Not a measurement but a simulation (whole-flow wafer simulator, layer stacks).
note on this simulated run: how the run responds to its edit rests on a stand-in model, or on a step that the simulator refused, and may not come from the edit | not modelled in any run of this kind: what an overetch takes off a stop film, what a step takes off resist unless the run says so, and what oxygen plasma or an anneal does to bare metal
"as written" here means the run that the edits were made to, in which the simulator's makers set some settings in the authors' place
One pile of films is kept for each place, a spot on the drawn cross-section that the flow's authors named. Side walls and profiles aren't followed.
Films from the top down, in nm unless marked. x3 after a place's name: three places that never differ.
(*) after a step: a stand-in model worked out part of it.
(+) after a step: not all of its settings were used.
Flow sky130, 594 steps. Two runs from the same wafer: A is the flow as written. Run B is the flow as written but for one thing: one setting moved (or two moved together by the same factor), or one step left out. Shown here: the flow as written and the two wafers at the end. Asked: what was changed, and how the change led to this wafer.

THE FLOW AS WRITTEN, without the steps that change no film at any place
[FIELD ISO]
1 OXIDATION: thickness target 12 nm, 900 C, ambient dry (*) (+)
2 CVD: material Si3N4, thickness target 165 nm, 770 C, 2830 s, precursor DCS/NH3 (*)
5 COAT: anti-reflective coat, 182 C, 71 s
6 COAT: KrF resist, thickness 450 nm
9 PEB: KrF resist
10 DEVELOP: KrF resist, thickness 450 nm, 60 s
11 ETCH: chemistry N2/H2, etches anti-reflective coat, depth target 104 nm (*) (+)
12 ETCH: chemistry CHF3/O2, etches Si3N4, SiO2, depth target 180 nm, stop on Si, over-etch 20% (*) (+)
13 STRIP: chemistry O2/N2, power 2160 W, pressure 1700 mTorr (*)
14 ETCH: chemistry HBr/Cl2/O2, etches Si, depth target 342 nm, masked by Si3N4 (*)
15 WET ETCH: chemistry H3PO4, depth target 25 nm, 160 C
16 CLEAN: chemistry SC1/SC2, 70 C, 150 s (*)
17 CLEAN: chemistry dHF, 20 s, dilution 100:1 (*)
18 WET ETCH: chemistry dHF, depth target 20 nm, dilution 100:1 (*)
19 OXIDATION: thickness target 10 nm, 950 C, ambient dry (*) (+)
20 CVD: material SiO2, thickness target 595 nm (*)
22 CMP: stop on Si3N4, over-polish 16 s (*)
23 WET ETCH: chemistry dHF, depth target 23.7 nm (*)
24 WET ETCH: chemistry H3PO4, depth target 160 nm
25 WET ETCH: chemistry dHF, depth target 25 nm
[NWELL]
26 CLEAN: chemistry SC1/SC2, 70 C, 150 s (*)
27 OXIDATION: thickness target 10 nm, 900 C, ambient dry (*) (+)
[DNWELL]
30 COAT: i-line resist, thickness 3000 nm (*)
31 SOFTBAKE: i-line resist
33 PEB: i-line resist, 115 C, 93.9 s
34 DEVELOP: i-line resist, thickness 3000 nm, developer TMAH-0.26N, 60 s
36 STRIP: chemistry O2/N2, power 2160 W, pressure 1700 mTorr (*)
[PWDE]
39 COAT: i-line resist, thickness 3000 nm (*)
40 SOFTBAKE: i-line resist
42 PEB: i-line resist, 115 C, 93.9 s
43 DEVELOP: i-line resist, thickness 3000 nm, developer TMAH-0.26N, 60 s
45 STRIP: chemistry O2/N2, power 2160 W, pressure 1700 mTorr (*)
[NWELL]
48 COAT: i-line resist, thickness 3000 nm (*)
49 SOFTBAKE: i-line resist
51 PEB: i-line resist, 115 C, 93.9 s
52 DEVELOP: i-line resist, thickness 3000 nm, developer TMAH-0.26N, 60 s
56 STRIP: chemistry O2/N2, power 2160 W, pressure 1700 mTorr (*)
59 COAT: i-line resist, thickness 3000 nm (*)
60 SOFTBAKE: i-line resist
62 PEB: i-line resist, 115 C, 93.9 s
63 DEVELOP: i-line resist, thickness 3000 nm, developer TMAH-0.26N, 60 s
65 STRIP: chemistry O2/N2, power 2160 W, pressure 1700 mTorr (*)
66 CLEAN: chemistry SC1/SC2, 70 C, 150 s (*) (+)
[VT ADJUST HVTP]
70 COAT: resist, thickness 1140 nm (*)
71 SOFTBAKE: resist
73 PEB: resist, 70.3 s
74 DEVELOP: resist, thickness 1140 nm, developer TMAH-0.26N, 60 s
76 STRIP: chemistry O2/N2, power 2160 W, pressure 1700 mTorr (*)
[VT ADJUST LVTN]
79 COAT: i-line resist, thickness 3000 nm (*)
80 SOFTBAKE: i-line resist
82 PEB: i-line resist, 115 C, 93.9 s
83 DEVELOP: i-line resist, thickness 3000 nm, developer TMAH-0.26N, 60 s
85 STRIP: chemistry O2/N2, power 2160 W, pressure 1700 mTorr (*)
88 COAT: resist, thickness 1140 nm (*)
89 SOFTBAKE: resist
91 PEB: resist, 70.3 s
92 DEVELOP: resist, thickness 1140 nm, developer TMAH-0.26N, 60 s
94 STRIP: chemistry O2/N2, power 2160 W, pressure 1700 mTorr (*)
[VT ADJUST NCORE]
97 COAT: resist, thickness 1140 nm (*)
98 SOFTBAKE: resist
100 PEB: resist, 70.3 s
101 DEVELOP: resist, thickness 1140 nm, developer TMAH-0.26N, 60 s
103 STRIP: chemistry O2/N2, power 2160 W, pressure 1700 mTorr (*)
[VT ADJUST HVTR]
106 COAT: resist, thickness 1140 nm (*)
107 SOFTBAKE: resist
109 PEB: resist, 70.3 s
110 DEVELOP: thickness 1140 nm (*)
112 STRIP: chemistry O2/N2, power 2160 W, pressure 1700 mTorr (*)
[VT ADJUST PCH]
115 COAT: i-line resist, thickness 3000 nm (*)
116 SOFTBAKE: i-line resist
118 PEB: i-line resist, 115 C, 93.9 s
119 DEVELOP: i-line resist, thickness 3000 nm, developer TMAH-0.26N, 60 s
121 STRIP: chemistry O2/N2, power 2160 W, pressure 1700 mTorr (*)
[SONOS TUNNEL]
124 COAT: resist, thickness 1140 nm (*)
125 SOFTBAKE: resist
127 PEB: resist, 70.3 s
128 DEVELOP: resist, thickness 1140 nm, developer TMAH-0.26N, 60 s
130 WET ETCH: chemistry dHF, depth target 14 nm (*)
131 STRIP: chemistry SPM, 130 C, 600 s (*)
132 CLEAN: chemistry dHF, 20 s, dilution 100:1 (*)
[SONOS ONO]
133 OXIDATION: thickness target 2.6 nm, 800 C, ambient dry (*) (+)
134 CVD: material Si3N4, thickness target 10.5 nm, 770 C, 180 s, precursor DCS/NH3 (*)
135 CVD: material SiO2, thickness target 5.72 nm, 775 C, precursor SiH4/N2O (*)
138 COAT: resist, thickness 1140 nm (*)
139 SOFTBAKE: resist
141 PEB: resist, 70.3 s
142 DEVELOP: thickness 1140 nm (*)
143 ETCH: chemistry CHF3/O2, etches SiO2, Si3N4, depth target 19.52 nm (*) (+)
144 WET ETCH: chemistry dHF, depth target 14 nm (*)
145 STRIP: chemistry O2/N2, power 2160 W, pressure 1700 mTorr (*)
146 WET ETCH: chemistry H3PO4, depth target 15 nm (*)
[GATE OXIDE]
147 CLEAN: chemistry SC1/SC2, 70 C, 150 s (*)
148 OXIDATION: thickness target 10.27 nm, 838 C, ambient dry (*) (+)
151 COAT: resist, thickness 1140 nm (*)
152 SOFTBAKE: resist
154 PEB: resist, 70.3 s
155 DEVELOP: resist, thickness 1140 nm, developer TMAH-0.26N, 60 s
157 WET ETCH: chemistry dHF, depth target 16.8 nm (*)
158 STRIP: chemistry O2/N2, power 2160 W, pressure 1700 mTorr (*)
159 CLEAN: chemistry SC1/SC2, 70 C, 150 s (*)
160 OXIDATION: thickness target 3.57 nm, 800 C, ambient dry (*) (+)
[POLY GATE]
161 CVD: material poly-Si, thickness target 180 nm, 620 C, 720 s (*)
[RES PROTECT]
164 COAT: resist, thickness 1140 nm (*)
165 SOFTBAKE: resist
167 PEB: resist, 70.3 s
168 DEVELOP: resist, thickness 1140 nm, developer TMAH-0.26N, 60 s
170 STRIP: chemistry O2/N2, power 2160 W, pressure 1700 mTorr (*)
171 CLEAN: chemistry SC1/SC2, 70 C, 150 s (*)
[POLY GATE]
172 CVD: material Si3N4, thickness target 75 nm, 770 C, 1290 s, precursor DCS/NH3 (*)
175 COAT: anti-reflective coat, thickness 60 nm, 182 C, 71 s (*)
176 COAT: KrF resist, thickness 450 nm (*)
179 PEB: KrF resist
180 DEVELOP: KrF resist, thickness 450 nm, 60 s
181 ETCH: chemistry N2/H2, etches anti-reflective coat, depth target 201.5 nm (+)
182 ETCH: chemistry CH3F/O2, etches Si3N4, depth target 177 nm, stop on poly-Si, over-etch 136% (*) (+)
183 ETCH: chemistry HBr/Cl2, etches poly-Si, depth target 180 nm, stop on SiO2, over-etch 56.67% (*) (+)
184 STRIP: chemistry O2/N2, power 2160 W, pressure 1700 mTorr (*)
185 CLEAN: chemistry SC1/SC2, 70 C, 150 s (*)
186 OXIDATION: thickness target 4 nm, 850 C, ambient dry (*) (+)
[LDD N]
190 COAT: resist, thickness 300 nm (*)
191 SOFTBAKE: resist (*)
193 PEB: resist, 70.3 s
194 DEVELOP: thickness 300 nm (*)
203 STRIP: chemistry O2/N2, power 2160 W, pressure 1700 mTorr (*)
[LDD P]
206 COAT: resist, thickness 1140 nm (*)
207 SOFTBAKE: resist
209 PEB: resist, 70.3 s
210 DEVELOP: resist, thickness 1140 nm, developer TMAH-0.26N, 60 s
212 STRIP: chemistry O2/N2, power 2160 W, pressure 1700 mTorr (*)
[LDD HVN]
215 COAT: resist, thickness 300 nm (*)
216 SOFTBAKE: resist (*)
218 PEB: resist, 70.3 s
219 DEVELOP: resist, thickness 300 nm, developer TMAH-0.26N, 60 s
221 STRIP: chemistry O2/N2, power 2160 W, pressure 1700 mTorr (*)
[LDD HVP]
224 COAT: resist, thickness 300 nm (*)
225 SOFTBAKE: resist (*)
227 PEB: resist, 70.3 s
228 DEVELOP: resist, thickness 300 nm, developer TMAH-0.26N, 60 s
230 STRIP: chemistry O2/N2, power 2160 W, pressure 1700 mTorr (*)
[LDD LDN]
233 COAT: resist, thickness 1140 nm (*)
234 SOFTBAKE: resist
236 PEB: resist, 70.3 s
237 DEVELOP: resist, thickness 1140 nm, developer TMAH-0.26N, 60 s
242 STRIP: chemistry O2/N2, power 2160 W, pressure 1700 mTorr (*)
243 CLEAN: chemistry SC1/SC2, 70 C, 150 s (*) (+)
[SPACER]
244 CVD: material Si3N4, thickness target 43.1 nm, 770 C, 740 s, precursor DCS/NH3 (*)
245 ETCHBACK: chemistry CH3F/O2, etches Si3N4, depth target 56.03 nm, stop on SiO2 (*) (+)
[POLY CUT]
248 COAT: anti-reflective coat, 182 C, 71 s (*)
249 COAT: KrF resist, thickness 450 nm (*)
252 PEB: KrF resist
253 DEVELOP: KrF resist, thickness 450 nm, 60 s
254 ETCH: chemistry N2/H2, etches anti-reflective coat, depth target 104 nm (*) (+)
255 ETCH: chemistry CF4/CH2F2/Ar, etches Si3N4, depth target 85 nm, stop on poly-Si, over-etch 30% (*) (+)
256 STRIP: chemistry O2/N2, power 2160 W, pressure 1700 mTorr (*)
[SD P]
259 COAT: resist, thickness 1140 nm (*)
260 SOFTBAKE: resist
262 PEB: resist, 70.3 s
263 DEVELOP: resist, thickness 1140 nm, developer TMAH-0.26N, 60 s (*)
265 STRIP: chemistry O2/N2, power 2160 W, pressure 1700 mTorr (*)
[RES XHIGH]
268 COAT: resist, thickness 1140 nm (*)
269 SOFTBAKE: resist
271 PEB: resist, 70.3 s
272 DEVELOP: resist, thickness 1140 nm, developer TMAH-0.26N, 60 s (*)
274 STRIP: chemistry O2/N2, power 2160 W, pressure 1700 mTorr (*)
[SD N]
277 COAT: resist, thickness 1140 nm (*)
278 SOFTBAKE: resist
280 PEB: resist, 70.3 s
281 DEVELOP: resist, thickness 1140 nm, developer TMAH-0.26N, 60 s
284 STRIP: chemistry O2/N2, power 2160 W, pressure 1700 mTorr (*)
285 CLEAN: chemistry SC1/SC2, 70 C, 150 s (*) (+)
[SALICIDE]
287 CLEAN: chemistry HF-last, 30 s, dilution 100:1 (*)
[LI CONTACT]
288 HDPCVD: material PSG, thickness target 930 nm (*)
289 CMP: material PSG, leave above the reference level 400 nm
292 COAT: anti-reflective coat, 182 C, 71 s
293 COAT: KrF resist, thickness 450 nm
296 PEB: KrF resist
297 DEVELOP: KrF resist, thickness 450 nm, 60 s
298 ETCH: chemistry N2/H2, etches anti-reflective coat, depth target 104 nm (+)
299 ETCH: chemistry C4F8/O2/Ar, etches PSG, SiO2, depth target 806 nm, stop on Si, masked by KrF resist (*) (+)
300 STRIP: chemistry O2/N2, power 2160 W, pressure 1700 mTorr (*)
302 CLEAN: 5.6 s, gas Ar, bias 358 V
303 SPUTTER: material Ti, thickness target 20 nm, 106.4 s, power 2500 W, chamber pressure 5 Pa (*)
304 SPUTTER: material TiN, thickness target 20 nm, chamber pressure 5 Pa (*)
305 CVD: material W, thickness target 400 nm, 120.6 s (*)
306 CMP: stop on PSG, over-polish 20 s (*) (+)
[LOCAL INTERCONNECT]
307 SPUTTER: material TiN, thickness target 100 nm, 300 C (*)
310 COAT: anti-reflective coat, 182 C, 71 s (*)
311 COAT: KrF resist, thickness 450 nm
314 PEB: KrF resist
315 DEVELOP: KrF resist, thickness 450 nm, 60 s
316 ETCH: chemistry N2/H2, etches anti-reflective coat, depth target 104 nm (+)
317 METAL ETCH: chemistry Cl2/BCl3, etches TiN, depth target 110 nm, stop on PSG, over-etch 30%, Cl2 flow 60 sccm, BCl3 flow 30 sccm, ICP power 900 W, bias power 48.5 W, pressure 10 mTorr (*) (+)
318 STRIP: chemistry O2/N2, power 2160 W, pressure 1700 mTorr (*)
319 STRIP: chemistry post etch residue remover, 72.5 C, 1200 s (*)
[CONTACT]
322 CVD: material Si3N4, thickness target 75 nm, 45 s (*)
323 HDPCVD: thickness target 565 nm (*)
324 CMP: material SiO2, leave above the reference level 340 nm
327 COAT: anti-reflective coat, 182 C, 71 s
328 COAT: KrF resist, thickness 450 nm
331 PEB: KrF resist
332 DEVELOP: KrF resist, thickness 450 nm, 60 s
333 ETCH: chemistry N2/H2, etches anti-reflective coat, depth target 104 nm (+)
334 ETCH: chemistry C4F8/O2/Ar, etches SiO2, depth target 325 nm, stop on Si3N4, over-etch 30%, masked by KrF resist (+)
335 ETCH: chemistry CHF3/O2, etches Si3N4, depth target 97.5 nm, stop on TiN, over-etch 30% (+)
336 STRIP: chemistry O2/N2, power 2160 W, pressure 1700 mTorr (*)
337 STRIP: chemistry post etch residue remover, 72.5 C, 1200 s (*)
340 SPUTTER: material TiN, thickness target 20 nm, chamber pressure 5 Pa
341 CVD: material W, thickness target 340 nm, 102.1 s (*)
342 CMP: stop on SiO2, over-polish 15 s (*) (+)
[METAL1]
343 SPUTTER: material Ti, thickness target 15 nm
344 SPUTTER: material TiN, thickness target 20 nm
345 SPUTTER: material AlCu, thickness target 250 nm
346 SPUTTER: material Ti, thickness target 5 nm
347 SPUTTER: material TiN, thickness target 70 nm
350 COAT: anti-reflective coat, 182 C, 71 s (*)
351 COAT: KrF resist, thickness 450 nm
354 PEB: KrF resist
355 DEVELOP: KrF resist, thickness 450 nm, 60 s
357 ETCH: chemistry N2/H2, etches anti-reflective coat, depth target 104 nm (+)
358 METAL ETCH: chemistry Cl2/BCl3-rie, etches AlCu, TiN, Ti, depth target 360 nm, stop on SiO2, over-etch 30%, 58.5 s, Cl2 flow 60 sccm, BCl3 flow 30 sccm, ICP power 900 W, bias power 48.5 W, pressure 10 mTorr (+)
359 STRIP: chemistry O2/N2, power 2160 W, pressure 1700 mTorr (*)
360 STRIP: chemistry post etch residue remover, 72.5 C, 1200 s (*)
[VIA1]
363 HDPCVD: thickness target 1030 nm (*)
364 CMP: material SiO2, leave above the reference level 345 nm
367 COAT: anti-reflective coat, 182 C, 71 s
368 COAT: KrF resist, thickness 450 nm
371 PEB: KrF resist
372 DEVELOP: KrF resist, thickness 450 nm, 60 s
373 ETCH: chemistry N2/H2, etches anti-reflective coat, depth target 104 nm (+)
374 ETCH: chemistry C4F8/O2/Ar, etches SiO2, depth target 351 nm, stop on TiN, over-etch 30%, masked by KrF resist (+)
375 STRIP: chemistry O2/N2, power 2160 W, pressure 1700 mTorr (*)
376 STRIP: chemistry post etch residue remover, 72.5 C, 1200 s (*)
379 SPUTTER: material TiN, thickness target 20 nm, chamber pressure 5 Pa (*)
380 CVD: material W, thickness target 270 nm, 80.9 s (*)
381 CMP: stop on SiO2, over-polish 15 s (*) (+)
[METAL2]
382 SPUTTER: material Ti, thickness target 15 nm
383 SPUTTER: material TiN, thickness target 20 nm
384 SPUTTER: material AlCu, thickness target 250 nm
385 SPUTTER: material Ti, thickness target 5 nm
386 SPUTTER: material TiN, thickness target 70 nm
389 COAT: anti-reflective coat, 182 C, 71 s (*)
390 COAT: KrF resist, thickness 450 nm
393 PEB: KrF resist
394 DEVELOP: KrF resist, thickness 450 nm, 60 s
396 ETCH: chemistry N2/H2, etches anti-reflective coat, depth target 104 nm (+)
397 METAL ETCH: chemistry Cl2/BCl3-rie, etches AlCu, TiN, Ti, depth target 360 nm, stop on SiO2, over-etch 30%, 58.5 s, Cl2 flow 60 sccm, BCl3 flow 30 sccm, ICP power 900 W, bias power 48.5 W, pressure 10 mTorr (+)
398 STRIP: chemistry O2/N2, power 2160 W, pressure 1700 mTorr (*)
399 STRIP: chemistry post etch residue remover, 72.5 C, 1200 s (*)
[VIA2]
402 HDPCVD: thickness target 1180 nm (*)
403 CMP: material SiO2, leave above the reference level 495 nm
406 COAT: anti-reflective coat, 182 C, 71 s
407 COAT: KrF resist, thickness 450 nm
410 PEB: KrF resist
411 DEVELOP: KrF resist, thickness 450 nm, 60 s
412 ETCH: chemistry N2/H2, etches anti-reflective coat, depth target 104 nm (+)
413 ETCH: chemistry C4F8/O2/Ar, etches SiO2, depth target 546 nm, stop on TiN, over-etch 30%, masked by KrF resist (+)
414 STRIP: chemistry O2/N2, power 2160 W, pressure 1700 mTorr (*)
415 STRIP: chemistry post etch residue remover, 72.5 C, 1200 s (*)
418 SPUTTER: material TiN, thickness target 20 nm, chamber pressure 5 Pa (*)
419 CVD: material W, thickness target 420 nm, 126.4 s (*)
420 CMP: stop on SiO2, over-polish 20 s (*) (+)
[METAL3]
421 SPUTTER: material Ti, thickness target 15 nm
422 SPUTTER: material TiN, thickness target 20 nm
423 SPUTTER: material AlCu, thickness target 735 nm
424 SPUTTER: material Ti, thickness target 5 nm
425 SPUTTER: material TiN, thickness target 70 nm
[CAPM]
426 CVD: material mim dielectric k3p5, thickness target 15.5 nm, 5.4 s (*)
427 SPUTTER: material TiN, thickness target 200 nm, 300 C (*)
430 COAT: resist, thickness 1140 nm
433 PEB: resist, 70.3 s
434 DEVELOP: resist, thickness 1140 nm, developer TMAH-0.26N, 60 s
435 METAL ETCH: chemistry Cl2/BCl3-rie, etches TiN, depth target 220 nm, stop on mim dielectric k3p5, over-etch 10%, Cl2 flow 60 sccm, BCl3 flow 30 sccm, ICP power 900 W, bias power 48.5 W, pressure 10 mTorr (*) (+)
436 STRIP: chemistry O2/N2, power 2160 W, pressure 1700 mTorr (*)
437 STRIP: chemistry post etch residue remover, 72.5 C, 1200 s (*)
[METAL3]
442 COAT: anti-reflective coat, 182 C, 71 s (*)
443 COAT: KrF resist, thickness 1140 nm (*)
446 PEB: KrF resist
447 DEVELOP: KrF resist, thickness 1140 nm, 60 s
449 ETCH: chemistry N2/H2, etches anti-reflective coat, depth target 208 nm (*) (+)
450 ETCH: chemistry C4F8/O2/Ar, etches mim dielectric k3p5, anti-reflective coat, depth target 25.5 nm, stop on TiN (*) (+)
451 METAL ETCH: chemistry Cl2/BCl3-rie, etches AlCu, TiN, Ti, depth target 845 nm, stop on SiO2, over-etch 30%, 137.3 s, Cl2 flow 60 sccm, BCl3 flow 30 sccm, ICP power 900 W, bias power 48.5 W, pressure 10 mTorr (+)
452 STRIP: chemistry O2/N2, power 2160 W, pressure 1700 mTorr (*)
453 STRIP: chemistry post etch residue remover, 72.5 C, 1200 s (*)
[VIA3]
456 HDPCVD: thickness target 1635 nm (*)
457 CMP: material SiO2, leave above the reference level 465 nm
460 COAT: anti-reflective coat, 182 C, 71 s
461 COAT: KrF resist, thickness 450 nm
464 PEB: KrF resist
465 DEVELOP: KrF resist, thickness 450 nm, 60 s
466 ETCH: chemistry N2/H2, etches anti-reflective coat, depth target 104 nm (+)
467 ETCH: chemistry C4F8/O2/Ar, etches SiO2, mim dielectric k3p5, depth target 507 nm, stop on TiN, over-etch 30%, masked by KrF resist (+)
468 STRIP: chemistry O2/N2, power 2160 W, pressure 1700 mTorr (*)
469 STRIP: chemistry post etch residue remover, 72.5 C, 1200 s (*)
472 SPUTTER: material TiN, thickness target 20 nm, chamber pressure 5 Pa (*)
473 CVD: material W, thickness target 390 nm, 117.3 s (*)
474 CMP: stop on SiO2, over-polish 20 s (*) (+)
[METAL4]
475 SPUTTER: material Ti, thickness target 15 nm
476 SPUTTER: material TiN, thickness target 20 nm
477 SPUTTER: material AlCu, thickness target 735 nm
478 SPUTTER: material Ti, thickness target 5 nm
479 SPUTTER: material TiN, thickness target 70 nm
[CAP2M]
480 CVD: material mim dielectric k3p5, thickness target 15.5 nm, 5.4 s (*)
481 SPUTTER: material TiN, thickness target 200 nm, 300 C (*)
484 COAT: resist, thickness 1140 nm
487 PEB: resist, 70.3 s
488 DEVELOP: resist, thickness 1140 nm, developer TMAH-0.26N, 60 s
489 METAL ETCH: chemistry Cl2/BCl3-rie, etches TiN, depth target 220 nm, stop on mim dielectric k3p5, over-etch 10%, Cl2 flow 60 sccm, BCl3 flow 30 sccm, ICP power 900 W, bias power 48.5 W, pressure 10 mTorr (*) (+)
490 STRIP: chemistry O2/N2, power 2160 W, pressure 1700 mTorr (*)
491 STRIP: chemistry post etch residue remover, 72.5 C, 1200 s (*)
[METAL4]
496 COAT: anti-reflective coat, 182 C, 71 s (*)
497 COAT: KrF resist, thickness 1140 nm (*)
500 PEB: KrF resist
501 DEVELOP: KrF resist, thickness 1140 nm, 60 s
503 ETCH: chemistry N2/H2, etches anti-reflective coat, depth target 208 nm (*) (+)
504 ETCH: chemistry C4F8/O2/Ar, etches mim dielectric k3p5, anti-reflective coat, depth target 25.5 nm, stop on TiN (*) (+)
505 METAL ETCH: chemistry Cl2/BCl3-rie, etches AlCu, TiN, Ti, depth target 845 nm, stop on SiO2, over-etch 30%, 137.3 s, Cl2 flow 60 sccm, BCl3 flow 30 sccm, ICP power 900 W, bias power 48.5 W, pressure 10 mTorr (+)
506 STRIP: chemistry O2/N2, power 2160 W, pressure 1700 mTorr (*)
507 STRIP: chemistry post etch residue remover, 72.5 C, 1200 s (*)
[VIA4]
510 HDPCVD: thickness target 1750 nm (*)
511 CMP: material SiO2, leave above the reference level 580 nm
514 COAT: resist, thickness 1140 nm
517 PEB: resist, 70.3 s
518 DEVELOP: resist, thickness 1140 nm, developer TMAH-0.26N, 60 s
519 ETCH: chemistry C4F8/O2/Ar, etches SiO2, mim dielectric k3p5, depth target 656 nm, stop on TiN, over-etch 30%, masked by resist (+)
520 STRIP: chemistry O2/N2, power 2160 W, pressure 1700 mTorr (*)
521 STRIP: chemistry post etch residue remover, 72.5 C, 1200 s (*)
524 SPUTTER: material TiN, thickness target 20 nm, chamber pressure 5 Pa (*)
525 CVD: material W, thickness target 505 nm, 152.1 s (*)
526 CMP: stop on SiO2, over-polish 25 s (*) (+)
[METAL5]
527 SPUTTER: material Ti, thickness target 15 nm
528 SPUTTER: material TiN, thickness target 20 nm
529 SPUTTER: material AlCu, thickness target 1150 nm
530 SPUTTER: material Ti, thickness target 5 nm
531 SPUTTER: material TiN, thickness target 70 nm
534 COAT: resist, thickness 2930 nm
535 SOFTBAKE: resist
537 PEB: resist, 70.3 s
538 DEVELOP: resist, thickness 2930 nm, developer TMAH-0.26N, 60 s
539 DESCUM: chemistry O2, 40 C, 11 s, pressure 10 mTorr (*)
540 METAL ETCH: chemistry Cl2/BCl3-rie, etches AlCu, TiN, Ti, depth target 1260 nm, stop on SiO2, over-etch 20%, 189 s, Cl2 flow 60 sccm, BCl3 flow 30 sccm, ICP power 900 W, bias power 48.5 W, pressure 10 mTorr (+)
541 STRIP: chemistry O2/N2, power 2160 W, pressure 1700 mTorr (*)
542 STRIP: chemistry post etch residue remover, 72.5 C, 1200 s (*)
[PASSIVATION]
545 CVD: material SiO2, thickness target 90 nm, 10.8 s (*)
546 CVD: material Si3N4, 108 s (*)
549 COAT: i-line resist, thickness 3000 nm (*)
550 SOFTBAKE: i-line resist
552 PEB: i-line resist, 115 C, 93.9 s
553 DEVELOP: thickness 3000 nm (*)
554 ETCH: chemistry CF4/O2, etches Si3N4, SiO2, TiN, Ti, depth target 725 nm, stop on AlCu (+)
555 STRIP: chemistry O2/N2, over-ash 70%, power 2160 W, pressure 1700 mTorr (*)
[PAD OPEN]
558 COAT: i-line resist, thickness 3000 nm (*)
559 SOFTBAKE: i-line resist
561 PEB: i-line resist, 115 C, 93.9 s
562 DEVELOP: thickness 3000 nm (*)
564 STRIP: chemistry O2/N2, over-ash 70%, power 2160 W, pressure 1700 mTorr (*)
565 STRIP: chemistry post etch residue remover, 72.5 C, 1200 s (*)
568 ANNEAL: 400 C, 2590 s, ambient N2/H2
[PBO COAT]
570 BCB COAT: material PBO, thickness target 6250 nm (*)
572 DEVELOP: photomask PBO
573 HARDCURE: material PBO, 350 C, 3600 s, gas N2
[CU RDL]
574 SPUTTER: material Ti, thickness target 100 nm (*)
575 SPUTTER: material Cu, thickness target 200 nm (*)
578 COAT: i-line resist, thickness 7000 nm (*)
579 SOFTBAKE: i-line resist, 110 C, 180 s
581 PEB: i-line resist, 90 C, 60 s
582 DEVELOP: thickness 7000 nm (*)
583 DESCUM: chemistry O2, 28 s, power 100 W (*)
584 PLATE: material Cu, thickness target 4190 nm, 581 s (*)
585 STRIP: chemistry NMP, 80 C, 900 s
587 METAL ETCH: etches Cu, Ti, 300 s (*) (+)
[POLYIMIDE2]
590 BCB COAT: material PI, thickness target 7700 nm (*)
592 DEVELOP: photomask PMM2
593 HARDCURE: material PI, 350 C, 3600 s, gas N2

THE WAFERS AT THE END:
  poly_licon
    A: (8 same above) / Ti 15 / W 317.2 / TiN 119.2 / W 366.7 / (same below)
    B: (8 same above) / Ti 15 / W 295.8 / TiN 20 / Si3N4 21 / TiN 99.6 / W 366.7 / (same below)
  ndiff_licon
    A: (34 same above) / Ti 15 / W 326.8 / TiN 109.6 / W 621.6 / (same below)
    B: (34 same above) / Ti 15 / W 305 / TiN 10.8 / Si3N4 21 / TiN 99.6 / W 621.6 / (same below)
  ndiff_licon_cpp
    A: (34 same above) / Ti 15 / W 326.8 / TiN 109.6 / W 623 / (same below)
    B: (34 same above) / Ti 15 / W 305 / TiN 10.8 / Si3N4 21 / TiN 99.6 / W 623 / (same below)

The cause: step 335, ETCH: depth target 53.6 nm was run, where the flow has depth target 97.5 nm.

How the change led to this, step by step:
  335 ETCH: chemistry CHF3/O2, etches Si3N4, depth target 97.5 nm, stop on TiN, over-etch 30% (+)
      poly_licon, ndiff_licon, ndiff_licon_cpp, rpo_hd_licon: A Si3N4 -75 (all of it) | B Si3N4 -53.6
      field, active, n_well and 184 more: A KrF resist -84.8 | B KrF resist -46.6
  336 STRIP: chemistry O2/N2, power 2160 W, pressure 1700 mTorr (*)
      field, active, n_well and 184 more: A KrF resist -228 (all of it), anti-reflective coat -80 (all of it) | B KrF resist -266.2 (all of it), anti-reflective coat -80 (all of it)
  340 SPUTTER: material TiN, thickness target 20 nm, chamber pressure 5 Pa
      ndiff_licon, ndiff_licon_cpp, rpo_hd_licon: A TiN +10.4 | B TiN +10.8 (new film)
      poly_licon: A TiN +20 | B TiN +20 (new film)
  341 CVD: material W, thickness target 340 nm, 102.1 s (*)
      ndiff_licon, ndiff_licon_cpp, rpo_hd_licon: A W +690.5 (new film) | B W +668.7 (new film)
  342 CMP: stop on SiO2, over-polish 15 s (*) (+)
      poly_licon: A W -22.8 | B W -44.2
Counting metal films that touch as one body, poly_licon has 3 bodies (between them, from the top down: Si3N4 21; void 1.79); the flow as written gives 2 bodies (between them, from the top down: void 1.79).
Counting metal films that touch as one body, ndiff_licon has 7 bodies (between them, from the top down: SiO2 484 / mim dielectric k3p5 15.5; SiO2 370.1 / mim dielectric k3p5 15.5; SiO2 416; SiO2 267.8; Si3N4 21; void 1.78); the flow as written gives 6 bodies (between them, from the top down: SiO2 484 / mim dielectric k3p5 15.5; SiO2 370.1 / mim dielectric k3p5 15.5; SiO2 416; SiO2 267.8; void 1.78).
Counting metal films that touch as one body, ndiff_licon_cpp has 7 bodies (between them, from the top down: SiO2 484 / mim dielectric k3p5 15.5; SiO2 370.1 / mim dielectric k3p5 15.5; SiO2 416; SiO2 267.8; Si3N4 21; void 1.78); the flow as written gives 6 bodies (between them, from the top down: SiO2 484 / mim dielectric k3p5 15.5; SiO2 370.1 / mim dielectric k3p5 15.5; SiO2 416; SiO2 267.8; void 1.78).
